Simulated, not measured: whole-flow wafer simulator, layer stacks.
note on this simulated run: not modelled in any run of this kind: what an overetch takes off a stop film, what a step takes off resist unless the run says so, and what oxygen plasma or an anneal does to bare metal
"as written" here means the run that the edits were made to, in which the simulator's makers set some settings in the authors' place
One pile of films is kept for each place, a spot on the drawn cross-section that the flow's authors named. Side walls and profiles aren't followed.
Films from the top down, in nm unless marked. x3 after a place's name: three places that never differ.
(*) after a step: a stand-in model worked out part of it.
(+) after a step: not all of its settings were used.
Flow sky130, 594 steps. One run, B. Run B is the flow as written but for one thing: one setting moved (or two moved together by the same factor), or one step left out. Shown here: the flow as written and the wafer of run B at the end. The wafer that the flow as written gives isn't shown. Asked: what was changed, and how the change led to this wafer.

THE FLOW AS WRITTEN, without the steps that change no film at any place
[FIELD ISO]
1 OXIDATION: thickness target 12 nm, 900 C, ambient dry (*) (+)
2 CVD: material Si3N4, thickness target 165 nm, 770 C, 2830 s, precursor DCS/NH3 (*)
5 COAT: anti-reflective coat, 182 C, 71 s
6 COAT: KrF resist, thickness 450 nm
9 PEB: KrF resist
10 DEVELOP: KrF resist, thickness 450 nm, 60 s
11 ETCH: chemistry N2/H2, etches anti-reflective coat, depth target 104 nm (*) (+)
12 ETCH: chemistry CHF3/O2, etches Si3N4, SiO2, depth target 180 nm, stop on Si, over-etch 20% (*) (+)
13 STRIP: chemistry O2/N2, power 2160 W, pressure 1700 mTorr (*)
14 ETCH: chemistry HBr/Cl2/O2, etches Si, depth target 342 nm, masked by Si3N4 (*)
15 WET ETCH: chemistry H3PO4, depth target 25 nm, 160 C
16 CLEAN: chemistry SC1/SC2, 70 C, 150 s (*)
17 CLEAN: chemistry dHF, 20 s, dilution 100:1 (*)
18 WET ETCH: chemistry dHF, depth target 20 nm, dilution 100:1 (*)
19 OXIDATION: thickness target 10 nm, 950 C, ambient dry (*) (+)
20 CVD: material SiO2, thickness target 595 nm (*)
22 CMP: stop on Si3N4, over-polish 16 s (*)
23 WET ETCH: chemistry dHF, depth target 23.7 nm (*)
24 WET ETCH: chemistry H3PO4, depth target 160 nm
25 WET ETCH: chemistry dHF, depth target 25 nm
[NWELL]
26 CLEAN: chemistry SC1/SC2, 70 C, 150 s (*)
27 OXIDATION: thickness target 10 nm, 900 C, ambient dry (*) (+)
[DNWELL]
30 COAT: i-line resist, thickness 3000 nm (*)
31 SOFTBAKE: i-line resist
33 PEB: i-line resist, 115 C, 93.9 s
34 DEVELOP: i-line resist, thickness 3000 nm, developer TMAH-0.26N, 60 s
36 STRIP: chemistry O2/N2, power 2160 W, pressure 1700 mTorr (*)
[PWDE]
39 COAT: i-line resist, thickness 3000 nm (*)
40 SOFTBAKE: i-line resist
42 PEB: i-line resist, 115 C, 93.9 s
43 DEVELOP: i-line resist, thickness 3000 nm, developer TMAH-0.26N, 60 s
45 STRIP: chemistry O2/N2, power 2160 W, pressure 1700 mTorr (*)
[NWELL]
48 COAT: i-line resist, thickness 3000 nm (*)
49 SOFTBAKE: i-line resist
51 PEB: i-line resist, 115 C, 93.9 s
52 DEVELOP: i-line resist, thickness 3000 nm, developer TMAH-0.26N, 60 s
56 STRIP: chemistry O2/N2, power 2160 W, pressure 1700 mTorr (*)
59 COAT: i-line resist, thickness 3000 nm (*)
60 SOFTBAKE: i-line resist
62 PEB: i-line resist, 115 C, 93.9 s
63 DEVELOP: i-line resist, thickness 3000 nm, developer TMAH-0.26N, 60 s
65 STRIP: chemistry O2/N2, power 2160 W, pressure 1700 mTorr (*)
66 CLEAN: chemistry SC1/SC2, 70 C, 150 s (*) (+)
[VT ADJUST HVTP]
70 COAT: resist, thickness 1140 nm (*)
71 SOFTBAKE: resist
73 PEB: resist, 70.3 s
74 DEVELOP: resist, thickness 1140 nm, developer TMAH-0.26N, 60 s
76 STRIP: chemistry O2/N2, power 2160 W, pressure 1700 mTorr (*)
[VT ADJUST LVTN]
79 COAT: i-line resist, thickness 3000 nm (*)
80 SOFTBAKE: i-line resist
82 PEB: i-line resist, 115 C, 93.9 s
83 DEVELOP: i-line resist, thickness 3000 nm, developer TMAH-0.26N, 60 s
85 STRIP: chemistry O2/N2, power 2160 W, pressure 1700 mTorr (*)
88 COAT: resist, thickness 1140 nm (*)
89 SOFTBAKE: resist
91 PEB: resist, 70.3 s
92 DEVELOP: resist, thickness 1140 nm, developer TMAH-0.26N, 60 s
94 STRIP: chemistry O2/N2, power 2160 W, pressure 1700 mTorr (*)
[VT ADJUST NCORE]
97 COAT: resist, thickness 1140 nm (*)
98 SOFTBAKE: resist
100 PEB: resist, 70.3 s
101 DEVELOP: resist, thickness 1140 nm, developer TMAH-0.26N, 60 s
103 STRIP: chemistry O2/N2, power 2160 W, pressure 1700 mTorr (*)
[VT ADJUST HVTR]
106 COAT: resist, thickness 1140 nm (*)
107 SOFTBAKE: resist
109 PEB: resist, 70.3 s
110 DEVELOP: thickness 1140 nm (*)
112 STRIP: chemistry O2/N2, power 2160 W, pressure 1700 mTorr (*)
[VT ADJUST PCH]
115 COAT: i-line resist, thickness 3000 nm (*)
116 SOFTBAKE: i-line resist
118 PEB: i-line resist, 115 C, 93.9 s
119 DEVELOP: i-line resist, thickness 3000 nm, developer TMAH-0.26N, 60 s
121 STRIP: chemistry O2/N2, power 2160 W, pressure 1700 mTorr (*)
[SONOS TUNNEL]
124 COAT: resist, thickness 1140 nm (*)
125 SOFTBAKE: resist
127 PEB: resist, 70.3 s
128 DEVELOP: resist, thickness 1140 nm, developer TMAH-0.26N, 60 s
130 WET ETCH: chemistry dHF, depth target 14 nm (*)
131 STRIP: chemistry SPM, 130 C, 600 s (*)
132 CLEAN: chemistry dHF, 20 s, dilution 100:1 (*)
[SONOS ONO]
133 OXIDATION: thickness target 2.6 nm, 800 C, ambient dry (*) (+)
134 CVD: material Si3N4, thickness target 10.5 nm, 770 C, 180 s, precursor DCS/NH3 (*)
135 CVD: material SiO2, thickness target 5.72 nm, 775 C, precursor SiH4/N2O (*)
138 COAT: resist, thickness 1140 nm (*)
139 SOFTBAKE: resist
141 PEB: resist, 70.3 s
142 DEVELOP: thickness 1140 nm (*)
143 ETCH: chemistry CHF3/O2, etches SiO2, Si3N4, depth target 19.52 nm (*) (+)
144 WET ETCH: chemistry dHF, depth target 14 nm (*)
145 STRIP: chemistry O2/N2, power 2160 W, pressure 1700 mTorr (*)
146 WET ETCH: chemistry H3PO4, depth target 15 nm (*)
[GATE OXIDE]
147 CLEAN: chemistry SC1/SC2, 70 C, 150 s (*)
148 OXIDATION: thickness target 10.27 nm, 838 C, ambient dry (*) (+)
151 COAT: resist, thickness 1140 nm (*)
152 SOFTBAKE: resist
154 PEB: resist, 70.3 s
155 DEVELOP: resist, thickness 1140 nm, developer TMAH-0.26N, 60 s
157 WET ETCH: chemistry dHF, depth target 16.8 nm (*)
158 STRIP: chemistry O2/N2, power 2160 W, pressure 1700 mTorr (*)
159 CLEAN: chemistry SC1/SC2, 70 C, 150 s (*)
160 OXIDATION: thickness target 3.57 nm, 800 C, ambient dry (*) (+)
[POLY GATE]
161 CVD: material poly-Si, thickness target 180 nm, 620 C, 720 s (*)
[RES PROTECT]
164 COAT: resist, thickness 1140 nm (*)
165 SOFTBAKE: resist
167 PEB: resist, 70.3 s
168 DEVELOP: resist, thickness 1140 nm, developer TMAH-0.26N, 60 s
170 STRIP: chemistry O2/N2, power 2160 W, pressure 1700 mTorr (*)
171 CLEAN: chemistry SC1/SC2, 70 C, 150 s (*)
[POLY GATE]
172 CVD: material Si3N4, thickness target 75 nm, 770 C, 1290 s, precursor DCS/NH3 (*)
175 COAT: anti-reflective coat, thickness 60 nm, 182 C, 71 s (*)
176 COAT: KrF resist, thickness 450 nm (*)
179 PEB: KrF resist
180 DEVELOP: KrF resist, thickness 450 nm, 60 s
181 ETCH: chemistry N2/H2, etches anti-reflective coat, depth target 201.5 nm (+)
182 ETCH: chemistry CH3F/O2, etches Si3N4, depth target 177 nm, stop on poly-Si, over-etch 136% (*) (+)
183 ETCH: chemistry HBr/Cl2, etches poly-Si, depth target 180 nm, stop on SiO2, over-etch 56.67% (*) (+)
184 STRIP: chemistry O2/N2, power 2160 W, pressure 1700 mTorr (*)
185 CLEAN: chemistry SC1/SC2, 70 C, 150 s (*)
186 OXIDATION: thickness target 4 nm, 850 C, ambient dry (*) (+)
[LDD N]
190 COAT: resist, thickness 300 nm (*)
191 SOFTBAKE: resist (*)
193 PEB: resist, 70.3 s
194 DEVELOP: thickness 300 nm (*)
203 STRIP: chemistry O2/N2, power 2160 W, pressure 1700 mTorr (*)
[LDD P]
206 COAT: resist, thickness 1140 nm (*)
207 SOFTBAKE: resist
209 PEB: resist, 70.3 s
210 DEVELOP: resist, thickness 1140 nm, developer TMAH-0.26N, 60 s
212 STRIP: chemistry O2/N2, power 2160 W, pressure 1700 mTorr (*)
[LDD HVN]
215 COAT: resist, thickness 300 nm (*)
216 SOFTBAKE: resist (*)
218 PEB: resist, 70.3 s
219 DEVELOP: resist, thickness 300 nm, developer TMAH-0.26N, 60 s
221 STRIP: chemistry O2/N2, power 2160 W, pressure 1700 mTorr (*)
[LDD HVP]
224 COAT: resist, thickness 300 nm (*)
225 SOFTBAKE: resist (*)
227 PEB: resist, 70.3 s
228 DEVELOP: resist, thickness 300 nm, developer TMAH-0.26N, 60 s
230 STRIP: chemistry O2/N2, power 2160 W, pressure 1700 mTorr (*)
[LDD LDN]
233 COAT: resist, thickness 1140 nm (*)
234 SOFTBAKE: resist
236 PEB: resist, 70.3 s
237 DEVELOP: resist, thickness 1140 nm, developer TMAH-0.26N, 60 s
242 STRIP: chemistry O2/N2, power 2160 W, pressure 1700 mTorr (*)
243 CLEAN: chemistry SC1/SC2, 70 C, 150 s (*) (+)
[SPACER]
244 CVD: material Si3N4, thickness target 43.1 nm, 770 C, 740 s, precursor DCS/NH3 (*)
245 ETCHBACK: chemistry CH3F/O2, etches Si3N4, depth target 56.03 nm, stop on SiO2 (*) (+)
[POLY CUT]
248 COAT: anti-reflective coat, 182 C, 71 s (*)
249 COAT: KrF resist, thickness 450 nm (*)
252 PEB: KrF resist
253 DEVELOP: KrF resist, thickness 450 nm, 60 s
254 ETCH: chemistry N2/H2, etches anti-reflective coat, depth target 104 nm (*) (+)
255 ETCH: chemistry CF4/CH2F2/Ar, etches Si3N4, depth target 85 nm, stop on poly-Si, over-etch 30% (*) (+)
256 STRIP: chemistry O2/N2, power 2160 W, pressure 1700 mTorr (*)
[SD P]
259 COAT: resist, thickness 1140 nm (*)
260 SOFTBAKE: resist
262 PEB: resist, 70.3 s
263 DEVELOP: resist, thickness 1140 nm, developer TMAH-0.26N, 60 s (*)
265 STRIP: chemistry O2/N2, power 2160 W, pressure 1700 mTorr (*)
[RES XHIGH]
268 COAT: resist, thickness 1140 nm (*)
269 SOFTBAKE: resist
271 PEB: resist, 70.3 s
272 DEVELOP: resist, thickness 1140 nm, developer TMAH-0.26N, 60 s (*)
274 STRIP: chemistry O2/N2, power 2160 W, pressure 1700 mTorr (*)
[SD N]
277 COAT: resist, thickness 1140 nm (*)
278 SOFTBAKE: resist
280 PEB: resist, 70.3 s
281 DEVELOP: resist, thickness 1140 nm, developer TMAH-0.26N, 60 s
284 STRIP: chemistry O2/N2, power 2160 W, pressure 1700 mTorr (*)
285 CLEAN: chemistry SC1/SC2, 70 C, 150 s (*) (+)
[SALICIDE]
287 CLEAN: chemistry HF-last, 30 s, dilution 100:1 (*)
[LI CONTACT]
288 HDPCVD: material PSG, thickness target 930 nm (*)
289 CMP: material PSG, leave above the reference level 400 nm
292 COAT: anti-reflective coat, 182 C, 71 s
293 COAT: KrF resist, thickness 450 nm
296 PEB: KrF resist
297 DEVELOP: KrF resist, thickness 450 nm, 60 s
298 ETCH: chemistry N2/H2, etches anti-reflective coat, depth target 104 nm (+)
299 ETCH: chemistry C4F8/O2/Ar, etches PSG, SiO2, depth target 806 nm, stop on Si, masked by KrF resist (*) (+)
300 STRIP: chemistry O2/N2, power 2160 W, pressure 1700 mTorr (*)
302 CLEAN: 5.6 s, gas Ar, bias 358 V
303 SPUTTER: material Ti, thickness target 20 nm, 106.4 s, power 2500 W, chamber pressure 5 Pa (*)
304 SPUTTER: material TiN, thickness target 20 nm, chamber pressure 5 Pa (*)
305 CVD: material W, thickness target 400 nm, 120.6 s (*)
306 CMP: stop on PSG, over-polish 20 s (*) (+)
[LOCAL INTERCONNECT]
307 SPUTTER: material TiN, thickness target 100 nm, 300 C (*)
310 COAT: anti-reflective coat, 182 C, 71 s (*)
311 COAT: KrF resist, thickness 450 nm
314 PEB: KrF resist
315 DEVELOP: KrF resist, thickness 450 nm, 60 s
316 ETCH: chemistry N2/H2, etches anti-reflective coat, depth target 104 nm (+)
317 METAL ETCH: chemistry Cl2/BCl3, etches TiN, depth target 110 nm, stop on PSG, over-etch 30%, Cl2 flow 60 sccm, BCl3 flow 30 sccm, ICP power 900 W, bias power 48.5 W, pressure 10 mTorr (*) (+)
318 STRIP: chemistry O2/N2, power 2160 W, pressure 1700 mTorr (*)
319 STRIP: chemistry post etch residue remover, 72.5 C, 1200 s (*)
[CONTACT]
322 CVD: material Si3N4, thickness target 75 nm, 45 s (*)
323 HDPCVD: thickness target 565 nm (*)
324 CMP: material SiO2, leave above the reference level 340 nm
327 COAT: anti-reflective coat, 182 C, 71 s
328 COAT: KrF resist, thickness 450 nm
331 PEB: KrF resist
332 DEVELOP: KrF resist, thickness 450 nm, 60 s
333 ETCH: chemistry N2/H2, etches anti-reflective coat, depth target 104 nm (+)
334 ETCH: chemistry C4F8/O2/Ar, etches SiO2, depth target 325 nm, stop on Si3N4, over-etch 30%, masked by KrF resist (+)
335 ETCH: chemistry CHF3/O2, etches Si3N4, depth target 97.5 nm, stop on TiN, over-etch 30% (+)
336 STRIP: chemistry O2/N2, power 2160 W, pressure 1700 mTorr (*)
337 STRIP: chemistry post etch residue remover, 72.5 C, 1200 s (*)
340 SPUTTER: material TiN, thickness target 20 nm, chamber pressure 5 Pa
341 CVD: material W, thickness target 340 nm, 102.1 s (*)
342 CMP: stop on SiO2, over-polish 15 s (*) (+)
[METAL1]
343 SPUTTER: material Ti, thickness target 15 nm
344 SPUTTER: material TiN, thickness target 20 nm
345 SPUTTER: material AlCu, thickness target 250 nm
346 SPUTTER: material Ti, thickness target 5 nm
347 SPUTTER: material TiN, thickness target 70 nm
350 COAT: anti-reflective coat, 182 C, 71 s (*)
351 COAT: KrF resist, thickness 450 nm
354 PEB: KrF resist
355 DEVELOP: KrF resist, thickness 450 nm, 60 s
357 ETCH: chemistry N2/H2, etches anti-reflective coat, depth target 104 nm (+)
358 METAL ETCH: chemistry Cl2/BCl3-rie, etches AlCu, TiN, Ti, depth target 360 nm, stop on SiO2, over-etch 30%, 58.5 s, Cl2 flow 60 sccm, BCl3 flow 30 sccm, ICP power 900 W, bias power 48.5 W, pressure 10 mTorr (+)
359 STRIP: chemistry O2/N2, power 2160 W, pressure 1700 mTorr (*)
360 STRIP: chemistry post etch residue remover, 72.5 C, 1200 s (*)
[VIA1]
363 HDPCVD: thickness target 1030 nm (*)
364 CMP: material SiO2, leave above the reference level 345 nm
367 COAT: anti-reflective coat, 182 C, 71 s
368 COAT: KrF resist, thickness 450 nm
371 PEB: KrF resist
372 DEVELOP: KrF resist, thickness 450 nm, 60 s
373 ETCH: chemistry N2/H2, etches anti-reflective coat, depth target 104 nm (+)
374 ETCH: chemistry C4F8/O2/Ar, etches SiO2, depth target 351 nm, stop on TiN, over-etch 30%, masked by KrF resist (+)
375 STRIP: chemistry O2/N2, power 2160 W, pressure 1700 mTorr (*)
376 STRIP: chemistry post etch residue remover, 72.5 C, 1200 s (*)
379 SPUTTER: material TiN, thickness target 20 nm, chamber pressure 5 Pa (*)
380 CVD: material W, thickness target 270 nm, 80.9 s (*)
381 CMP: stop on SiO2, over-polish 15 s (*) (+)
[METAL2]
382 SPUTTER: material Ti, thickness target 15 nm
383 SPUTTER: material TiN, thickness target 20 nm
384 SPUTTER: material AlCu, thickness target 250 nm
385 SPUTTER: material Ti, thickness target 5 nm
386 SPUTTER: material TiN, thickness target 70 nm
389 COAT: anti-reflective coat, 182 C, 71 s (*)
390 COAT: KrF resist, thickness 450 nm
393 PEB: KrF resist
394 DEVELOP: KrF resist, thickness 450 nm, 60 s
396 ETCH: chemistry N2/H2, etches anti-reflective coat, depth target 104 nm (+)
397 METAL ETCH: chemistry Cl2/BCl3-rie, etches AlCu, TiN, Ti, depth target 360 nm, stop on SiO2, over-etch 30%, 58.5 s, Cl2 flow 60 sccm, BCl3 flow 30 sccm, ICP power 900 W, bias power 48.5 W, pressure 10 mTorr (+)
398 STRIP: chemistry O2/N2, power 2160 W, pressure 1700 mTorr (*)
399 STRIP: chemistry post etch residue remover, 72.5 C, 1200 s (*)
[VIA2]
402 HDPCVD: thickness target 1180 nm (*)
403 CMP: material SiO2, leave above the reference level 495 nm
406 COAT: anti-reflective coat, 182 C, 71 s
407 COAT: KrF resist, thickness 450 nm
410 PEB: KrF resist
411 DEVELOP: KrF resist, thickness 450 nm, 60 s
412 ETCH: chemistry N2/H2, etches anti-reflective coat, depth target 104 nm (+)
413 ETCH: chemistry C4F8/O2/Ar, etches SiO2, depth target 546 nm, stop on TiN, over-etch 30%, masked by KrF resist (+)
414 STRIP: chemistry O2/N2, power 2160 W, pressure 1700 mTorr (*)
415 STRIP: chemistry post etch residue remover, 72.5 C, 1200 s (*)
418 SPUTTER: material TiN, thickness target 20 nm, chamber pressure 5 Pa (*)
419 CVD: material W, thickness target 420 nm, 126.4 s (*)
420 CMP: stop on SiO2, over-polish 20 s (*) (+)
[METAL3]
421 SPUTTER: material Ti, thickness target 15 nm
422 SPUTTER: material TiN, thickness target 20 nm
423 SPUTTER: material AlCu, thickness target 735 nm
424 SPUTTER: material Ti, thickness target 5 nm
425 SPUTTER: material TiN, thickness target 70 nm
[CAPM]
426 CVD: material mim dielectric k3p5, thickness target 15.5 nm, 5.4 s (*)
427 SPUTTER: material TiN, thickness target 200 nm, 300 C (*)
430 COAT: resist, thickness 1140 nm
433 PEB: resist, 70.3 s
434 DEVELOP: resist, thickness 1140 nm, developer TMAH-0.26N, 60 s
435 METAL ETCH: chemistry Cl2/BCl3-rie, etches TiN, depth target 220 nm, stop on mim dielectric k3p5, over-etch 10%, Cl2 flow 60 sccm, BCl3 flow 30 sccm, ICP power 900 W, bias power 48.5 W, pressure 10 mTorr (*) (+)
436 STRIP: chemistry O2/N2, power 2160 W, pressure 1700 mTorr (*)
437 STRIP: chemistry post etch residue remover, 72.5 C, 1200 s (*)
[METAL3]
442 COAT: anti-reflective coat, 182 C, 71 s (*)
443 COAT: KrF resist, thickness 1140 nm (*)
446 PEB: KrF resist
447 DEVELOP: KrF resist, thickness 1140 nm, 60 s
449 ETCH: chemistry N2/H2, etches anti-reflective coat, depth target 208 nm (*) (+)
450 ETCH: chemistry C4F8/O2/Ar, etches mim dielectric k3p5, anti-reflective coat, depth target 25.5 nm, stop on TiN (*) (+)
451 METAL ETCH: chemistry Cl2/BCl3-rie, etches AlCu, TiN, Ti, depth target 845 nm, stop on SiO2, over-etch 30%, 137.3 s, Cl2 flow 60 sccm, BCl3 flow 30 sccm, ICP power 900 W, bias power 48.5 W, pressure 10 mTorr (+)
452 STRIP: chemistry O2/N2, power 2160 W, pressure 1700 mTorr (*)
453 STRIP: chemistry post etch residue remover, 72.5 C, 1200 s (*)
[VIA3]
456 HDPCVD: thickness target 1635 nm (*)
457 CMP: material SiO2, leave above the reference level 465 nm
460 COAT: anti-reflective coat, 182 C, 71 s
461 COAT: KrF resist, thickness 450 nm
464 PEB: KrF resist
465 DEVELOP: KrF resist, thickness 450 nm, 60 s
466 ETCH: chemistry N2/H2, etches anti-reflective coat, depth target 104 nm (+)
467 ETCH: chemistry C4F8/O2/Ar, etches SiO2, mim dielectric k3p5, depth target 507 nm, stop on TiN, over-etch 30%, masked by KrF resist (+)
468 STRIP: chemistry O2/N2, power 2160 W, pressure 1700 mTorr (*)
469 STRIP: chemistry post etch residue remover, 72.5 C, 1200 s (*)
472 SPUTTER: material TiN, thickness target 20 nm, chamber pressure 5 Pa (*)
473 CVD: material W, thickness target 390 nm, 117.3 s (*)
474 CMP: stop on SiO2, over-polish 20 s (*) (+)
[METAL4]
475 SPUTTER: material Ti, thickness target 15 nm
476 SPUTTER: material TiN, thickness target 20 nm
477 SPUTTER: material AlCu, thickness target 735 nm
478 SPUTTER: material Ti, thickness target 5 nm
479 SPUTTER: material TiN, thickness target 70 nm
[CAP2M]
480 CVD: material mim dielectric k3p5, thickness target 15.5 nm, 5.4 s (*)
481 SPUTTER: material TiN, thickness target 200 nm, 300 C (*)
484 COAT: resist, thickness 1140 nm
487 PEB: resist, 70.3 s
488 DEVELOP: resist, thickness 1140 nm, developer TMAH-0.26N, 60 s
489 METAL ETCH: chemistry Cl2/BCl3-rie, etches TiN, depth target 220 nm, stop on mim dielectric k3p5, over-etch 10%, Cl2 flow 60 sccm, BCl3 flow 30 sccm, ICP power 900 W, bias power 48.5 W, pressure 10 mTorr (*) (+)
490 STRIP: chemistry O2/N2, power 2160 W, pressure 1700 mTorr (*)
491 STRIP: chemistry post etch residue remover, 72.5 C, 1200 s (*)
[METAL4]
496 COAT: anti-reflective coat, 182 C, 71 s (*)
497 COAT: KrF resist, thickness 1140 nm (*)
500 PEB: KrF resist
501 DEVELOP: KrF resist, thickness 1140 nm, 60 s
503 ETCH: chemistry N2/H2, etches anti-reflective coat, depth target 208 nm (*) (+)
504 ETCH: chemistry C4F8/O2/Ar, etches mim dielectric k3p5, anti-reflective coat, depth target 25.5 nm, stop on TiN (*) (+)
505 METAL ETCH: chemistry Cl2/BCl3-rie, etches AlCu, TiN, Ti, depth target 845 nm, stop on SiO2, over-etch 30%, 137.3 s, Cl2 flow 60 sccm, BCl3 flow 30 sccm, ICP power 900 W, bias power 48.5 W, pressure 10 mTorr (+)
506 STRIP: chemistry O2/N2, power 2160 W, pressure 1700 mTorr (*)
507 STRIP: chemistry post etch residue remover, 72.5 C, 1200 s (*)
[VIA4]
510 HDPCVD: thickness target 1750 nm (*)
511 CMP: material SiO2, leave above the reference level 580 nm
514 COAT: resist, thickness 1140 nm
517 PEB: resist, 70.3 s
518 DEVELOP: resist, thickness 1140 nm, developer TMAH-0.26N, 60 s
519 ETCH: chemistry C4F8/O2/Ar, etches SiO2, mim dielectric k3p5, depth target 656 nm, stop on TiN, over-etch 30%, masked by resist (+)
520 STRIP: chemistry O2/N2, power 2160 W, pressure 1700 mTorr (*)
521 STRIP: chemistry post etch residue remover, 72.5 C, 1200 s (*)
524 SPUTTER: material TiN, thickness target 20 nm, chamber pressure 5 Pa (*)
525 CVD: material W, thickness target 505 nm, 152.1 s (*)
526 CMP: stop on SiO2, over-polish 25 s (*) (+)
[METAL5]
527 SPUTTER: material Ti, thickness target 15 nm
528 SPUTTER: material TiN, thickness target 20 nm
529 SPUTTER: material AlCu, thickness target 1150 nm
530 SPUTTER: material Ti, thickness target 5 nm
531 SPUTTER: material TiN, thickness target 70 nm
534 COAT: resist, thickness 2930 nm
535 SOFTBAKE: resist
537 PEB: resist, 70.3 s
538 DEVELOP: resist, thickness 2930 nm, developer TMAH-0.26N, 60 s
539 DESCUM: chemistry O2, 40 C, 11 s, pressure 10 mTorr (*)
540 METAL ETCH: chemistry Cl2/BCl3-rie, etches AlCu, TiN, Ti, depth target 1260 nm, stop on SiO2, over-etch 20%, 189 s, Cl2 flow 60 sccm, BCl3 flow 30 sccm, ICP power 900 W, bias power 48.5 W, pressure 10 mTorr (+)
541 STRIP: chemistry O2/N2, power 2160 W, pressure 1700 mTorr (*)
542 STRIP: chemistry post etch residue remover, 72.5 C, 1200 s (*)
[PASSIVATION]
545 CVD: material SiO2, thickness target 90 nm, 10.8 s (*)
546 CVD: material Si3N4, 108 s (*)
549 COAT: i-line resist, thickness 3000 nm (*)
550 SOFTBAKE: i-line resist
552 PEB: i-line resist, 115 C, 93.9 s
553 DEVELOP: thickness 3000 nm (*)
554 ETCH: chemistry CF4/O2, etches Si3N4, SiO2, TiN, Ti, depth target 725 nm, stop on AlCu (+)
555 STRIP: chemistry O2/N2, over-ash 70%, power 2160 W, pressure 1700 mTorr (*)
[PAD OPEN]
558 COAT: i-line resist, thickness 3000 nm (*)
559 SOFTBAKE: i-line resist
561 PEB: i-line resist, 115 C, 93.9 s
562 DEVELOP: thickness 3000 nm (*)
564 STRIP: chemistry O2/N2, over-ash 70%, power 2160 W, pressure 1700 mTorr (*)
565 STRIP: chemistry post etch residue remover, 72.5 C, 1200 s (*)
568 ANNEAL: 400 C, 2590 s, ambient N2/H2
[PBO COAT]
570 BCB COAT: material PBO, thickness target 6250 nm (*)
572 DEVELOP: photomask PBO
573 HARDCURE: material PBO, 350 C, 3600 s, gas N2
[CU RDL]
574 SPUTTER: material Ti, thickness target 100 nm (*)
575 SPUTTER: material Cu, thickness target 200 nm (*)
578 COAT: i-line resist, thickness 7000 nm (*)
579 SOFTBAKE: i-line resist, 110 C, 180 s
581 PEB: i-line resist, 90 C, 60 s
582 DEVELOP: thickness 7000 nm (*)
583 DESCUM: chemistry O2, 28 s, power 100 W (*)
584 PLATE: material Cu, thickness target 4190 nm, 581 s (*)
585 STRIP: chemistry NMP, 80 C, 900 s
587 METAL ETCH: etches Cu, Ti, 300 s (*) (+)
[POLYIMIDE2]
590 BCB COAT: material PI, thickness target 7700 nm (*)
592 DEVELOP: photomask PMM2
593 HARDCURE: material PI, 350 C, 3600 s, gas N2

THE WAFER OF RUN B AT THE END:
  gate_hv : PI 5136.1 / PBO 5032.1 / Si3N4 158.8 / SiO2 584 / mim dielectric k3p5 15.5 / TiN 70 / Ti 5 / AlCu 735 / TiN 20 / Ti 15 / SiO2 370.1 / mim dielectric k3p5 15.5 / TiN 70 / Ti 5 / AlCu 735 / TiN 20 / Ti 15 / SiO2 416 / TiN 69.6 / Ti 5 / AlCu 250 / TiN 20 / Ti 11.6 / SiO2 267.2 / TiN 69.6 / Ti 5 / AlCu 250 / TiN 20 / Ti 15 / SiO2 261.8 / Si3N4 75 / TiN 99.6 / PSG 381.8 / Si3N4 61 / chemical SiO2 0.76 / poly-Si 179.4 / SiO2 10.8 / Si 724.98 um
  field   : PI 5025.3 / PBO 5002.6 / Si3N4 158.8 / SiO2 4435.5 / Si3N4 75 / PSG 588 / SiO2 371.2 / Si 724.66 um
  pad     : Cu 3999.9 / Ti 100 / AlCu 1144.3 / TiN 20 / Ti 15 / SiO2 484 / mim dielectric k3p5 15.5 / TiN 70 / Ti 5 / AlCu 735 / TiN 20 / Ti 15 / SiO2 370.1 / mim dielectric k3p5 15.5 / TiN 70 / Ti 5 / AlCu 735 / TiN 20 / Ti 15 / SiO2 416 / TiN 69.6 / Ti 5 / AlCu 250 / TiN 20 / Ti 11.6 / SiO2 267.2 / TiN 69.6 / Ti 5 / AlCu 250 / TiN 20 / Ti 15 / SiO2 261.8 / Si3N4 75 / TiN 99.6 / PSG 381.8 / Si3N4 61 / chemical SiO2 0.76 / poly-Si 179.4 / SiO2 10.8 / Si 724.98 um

The cause: step 382, SPUTTER: thickness target 11.6 nm was run, where the flow has thickness target 15 nm.
It can be read off the wafer: gate_hv has Ti 11.6, and step 382 as written asks for 15 nm.

How the change led to this, step by step:
  382 SPUTTER: material Ti, thickness target 15 nm
      field, active, n_well and 188 more: Ti +11.6 (new film) (as written it would be: Ti +15 (new film))
  397 METAL ETCH: chemistry Cl2/BCl3-rie, etches AlCu, TiN, Ti, depth target 360 nm, stop on SiO2, over-etch 30%, 58.5 s, Cl2 flow 60 sccm, BCl3 flow 30 sccm, ICP power 900 W, bias power 48.5 W, pressure 10 mTorr (+)
      field, active, gate and 82 more: TiN -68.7 (all of it), Ti -5 (all of it), AlCu -250 (all of it), TiN -20 (all of it), Ti -11.6 (all of it), SiO2 -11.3 (as written it would be: TiN -68.7 (all of it), Ti -5 (all of it), AlCu -250 (all of it), TiN -20 (all of it), Ti -15 (all of it), SiO2 -10.9)
